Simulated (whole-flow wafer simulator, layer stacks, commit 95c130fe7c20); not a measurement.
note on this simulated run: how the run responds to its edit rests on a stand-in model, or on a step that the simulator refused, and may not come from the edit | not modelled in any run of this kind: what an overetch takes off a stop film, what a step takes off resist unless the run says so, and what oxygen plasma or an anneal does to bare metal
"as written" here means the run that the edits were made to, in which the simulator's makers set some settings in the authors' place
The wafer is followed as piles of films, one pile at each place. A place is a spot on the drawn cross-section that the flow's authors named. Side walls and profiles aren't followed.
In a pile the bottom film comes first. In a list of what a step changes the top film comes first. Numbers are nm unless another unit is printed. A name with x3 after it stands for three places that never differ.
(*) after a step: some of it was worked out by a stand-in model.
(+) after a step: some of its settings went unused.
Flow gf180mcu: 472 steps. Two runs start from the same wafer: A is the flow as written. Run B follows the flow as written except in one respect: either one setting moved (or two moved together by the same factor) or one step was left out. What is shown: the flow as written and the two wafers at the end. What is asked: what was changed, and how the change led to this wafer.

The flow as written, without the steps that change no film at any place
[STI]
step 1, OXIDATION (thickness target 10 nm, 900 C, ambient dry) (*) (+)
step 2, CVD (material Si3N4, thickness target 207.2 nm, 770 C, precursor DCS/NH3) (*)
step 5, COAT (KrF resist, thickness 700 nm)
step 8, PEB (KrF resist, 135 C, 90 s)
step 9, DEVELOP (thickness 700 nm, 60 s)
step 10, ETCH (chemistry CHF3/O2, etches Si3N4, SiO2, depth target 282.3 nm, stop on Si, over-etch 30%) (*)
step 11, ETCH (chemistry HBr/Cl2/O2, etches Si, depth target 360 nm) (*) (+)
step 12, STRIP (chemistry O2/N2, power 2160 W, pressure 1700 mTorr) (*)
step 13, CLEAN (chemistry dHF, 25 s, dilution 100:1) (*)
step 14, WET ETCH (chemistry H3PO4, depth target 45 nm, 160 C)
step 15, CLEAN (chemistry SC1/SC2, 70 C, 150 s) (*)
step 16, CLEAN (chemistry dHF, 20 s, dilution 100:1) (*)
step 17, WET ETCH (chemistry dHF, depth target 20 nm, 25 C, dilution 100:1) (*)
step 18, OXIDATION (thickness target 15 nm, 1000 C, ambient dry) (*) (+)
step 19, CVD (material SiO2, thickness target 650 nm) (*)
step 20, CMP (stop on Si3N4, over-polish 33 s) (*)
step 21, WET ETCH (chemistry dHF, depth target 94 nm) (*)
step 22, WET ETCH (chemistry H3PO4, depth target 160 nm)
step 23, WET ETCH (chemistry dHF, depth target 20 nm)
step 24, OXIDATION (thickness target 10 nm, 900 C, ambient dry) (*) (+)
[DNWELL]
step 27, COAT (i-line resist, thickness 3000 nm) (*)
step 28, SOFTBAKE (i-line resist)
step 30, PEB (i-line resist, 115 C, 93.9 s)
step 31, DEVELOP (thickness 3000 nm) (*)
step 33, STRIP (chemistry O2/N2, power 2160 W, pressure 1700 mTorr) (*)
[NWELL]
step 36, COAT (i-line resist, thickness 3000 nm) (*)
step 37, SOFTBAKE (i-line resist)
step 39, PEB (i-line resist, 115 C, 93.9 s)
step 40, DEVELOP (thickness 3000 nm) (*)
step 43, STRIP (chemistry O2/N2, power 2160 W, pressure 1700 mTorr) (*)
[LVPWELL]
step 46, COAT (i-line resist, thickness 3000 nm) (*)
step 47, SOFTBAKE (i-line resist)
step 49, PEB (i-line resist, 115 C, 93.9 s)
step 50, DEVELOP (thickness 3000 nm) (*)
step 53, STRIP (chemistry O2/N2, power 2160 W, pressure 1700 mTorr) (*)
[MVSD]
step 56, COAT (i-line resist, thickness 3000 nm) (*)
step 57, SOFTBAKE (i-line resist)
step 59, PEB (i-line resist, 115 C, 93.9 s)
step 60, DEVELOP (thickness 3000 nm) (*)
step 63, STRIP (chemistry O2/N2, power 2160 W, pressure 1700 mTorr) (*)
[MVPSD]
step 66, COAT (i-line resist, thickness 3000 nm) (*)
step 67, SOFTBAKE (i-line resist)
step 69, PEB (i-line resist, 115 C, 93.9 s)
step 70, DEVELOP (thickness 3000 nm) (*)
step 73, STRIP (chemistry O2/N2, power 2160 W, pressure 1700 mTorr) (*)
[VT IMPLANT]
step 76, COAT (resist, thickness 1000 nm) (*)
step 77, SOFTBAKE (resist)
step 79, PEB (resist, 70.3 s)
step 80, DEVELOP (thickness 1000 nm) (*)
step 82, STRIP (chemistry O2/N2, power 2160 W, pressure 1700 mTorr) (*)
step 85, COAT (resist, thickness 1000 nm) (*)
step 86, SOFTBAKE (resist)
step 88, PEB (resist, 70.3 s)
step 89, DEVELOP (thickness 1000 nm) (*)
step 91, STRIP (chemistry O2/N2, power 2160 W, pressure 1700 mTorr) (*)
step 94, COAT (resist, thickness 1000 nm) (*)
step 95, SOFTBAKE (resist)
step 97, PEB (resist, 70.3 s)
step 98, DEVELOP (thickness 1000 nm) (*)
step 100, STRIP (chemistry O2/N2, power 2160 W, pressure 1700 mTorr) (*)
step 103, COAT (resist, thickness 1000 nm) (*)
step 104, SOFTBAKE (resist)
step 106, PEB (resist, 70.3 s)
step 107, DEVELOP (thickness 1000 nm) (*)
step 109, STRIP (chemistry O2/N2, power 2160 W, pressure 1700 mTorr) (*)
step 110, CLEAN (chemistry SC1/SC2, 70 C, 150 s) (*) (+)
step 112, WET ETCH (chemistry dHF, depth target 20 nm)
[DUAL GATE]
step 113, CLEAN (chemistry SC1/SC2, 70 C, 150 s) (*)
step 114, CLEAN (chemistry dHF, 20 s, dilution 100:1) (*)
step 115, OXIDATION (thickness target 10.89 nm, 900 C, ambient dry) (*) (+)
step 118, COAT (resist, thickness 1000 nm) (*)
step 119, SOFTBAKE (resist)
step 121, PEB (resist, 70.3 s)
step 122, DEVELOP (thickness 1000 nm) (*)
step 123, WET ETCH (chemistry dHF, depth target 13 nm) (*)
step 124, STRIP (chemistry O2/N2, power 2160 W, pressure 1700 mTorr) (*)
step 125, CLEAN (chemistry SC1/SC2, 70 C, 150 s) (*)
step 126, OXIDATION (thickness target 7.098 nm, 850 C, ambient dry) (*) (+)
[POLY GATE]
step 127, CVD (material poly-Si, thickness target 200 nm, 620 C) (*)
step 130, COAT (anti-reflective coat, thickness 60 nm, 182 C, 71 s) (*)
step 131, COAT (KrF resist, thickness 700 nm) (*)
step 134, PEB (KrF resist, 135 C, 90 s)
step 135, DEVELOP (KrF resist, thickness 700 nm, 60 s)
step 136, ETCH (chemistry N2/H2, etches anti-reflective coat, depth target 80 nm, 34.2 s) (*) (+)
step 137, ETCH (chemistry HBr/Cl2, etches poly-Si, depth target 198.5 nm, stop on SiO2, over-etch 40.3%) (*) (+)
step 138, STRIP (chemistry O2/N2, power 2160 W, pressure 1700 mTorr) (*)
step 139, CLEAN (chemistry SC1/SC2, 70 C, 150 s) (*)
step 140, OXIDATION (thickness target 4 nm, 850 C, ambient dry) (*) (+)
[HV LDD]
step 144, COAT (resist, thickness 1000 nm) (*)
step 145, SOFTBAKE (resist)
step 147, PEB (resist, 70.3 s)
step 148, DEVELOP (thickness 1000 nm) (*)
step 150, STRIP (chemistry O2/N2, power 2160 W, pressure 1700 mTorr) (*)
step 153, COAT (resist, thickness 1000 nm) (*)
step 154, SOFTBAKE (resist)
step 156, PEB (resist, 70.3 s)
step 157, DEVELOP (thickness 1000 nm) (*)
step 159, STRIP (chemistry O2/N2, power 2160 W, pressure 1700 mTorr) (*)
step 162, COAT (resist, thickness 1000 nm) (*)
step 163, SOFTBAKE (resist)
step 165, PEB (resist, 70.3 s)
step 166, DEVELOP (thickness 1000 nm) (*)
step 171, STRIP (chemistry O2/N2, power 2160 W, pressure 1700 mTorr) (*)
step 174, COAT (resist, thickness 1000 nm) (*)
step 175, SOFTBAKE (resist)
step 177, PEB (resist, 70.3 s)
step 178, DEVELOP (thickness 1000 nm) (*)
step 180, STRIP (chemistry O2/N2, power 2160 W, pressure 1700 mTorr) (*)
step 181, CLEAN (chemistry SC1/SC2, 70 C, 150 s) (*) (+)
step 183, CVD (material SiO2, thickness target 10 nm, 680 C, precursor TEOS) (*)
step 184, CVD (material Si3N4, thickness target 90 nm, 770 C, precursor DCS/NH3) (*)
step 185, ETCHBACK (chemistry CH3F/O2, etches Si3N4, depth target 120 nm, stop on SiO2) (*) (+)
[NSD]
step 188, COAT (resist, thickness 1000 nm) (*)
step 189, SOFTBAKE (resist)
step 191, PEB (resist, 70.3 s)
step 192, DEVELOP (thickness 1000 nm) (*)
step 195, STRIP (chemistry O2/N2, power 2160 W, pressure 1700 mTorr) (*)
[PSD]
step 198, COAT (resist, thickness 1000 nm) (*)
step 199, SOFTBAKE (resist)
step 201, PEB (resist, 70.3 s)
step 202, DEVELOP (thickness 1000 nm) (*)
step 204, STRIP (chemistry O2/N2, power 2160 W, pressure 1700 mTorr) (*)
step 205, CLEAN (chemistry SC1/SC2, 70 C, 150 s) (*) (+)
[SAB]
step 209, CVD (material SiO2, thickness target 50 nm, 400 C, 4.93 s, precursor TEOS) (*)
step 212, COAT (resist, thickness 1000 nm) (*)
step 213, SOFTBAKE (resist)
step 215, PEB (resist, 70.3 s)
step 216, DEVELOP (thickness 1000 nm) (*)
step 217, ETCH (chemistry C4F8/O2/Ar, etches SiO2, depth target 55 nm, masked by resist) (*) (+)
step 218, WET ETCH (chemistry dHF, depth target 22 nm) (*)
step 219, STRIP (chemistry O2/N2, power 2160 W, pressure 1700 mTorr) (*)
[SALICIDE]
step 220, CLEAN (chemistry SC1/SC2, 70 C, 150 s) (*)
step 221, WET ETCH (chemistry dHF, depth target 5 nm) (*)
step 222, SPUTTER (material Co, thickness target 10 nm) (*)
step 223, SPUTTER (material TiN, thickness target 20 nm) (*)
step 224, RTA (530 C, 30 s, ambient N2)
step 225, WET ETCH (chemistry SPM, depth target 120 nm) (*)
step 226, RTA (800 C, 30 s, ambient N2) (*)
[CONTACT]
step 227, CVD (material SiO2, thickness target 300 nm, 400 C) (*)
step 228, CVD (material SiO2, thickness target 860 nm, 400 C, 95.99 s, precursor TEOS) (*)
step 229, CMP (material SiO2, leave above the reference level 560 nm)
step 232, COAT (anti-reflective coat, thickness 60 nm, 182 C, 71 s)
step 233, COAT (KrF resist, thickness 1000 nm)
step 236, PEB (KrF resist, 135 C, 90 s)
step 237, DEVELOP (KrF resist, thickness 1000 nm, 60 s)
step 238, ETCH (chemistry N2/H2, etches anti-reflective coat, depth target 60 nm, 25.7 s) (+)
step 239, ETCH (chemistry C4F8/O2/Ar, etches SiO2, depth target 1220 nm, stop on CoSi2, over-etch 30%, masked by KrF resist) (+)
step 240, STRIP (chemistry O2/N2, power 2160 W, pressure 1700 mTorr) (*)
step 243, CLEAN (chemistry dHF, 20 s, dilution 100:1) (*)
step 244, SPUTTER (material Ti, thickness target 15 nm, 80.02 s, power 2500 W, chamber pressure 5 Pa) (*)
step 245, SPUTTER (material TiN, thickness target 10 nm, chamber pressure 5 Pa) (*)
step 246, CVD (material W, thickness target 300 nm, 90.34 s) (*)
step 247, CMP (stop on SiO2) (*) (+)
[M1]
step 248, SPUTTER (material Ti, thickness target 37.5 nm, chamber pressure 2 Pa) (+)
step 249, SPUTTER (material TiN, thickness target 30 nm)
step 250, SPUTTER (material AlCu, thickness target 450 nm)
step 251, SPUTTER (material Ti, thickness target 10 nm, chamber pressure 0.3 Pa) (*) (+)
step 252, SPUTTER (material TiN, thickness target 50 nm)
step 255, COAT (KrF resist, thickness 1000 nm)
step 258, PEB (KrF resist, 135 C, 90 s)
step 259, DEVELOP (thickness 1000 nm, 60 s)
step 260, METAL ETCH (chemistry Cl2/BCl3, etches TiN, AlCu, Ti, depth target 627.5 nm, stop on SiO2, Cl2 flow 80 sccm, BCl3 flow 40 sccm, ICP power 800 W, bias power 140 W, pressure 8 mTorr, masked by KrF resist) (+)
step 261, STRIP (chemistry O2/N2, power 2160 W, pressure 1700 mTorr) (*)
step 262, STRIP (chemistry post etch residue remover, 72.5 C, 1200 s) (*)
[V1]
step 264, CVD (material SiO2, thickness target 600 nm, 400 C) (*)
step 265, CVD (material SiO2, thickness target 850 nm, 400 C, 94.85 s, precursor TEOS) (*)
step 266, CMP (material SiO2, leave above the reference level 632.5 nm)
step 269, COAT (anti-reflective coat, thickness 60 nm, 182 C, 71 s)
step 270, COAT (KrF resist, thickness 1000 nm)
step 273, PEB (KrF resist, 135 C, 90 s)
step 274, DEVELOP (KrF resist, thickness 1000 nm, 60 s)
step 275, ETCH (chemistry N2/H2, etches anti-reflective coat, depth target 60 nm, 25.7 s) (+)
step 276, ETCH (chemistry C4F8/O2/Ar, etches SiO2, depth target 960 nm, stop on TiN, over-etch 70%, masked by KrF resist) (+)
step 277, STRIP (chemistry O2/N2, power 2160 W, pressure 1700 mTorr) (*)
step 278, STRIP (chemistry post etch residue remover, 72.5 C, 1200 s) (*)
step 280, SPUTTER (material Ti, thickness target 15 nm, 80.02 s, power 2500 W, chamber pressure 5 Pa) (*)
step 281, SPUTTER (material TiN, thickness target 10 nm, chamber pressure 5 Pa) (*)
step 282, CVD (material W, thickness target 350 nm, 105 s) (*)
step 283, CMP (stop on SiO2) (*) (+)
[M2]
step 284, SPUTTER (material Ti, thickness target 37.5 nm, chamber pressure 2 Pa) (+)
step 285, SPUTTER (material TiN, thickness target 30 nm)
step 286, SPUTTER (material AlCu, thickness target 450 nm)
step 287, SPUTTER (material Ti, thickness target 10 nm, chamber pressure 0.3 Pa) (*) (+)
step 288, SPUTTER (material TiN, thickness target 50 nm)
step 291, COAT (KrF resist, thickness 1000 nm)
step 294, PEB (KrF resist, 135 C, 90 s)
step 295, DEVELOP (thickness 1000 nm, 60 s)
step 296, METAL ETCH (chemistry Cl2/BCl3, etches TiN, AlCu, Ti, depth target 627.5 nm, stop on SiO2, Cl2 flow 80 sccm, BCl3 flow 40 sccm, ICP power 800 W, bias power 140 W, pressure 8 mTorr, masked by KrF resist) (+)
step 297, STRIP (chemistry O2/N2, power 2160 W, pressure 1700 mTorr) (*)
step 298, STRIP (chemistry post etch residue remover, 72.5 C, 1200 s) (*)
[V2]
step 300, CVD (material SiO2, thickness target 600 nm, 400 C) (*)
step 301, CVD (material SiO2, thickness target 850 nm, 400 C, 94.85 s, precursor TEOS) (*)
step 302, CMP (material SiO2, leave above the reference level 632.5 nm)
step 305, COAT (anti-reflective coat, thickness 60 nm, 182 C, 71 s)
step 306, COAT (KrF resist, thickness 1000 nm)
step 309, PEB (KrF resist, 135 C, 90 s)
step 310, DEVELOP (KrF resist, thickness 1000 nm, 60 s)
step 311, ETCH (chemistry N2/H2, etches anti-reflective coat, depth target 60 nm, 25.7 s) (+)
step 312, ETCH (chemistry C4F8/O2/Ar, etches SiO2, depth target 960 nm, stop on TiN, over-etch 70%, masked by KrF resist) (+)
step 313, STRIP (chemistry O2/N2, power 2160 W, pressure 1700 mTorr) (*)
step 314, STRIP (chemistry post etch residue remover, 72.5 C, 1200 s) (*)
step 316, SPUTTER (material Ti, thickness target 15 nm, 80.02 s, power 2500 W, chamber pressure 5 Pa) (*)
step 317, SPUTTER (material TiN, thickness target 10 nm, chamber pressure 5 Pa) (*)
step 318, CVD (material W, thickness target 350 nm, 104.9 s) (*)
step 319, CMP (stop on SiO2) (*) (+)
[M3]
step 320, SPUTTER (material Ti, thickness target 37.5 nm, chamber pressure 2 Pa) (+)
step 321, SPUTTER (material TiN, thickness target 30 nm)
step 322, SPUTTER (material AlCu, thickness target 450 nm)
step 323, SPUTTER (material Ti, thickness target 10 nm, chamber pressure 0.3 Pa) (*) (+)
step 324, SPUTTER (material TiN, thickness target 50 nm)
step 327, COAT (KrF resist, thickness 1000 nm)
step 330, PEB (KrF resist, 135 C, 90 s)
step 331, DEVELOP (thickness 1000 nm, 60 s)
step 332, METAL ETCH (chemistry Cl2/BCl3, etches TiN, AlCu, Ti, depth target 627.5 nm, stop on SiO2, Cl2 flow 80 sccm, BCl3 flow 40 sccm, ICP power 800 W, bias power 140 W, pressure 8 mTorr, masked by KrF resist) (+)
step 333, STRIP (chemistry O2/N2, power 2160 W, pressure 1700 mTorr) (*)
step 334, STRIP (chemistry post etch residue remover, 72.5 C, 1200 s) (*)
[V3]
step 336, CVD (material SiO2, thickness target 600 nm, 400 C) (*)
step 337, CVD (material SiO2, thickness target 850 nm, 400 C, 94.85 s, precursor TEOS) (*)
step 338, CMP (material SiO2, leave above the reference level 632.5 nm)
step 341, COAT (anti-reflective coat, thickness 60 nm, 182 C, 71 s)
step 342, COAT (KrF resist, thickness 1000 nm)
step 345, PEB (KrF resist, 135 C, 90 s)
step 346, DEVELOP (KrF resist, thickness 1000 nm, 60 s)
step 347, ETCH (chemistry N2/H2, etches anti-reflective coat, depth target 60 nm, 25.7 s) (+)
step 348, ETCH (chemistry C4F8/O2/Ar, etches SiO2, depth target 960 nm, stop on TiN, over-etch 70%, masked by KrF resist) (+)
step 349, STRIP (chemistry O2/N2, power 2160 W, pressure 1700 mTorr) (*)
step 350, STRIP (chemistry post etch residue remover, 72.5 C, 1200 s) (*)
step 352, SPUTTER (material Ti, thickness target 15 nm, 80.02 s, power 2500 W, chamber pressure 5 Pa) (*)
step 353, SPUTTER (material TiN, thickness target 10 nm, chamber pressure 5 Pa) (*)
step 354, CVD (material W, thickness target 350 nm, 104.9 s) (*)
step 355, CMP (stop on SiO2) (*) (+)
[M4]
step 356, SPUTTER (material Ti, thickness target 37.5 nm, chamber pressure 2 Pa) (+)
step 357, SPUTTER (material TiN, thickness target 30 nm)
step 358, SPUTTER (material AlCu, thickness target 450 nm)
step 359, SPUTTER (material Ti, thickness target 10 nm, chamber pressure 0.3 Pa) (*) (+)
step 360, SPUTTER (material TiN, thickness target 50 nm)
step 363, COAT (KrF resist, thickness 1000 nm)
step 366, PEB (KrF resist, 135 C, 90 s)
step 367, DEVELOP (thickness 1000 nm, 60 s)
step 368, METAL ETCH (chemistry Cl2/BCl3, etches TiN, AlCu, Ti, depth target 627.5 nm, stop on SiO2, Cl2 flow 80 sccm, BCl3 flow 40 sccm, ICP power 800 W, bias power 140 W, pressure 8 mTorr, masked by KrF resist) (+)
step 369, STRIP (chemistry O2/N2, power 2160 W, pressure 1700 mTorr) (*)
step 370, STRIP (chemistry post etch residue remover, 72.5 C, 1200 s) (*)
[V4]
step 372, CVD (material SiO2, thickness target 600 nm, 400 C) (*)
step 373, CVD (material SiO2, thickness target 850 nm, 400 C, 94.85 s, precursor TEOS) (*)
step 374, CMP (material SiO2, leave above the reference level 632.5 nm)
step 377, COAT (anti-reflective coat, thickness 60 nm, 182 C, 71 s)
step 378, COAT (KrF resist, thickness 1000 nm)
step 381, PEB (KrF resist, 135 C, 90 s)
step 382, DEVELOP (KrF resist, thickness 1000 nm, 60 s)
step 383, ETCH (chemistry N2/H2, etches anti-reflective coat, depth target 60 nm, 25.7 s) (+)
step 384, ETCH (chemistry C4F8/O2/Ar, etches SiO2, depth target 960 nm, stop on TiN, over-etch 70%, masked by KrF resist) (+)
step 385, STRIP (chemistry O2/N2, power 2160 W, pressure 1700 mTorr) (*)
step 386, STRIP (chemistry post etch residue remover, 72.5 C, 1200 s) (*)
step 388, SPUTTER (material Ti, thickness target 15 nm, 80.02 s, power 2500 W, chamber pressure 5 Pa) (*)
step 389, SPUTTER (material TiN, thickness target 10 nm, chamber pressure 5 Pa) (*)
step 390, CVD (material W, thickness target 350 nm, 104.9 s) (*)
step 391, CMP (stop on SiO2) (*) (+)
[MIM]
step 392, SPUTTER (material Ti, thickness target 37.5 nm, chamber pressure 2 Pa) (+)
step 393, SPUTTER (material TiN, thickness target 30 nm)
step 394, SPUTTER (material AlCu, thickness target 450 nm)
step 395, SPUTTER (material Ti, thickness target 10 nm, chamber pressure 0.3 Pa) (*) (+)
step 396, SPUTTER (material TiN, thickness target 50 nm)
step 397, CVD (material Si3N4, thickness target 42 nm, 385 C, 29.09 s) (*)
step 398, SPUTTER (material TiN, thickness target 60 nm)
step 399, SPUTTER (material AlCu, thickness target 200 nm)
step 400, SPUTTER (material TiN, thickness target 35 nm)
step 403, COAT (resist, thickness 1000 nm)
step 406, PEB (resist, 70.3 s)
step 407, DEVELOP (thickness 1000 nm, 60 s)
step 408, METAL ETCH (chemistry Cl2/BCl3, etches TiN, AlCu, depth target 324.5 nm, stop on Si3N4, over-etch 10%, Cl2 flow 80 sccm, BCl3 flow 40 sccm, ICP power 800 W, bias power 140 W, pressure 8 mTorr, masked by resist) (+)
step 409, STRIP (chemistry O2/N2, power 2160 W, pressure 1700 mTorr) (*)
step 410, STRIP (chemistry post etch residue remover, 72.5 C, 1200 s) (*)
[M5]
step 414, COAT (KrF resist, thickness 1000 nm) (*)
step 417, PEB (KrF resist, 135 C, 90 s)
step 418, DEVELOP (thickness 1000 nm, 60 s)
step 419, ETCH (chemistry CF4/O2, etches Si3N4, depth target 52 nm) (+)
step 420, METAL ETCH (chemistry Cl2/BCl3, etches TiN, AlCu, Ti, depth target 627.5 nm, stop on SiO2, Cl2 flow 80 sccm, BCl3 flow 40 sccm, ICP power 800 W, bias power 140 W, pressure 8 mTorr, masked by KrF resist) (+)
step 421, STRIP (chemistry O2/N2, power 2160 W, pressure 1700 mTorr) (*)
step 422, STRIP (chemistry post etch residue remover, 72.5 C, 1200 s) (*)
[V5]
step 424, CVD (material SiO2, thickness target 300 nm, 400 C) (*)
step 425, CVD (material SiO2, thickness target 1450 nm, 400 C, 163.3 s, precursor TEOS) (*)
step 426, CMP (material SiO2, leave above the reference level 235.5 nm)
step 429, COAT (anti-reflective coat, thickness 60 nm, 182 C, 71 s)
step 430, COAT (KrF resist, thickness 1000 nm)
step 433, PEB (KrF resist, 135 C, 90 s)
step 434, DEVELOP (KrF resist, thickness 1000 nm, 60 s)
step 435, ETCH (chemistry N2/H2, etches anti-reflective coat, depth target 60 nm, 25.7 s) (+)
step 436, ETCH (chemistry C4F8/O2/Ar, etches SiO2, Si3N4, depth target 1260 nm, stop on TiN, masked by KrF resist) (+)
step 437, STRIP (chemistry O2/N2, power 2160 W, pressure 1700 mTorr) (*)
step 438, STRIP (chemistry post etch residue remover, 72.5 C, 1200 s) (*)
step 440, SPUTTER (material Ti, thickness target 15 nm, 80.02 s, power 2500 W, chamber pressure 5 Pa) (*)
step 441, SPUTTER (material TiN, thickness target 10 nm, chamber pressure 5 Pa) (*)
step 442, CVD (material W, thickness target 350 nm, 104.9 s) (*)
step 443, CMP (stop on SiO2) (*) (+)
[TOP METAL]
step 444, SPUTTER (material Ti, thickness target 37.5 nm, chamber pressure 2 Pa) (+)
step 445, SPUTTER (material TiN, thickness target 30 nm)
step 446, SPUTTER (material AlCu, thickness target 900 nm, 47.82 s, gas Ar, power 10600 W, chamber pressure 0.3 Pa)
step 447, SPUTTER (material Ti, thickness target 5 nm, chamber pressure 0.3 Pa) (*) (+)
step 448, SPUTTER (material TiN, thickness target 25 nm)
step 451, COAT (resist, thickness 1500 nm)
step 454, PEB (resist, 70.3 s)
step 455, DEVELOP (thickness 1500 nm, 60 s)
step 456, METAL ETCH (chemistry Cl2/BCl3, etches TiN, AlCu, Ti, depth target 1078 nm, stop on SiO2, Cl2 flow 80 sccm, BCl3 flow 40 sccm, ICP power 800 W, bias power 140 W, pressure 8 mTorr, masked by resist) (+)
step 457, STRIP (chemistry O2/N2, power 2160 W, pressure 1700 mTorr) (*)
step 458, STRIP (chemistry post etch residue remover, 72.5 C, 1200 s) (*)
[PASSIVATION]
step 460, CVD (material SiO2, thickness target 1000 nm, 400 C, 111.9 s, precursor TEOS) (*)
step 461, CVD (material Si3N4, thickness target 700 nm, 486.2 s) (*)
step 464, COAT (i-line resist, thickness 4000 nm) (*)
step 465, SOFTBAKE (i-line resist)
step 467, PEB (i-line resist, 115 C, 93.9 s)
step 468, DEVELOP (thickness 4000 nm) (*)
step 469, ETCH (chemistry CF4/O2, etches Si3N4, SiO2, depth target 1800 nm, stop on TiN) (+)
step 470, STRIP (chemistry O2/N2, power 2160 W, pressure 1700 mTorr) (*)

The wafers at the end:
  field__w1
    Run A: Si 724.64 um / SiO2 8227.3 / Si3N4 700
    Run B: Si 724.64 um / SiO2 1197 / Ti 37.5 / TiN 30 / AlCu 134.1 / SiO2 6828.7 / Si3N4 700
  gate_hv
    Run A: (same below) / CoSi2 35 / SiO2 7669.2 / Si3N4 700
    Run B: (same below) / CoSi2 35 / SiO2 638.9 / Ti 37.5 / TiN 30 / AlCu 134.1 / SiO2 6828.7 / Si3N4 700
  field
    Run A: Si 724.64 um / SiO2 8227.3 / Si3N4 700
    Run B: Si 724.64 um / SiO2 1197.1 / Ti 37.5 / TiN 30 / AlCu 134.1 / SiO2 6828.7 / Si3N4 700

What caused this: step 260, METAL ETCH: depth target 370.2 nm was run, though the flow has depth target 627.5 nm.

The path from the change to this, step by step:
  step 260, METAL ETCH (chemistry Cl2/BCl3, etches TiN, AlCu, Ti, depth target 627.5 nm, stop on SiO2, Cl2 flow 80 sccm, BCl3 flow 40 sccm, ICP power 800 W, bias power 140 W, pressure 8 mTorr, masked by KrF resist) (+)
      field, field__w1, field__w2 and 99 more: A TiN loses 50 (all of it), Ti loses 10 (all of it), AlCu loses 450 (all of it), TiN loses 30 (all of it), Ti loses 37.5 (all of it) | B TiN loses 50 (all of it), Ti loses 10 (all of it), AlCu loses 310.2
      field__w8, contact, m1 and 6 more: A KrF resist loses 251 | B KrF resist loses 148.1
  step 261, STRIP (chemistry O2/N2, power 2160 W, pressure 1700 mTorr) (*)
      field__w8, contact, m1 and 6 more: A KrF resist loses 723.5 (all of it) | B KrF resist loses 826.4 (all of it)
  step 262, STRIP (chemistry post etch residue remover, 72.5 C, 1200 s) (*)
      field, field__w1, field__w2 and 99 more: A nothing | B AlCu loses 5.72
  step 264, CVD (material SiO2, thickness target 600 nm, 400 C) (*)
      field, field__w1, field__w2 and 99 more: A SiO2 gains 600 | B SiO2 gains 600 (new film)
  step 266, CMP (material SiO2, leave above the reference level 632.5 nm)
      field, field__w1, field__w2 and 99 more: A SiO2 loses 300 | B SiO2 loses 501.6
If metal films that touch count as one body, field__w1 has 1 body; the flow as written gives 0 bodies.
If metal films that touch count as one body, gate_hv has 2 bodies (between them, from the top down: SiO2 638.9); the flow as written gives 1 body.
If metal films that touch count as one body, field has 1 body; the flow as written gives 0 bodies.
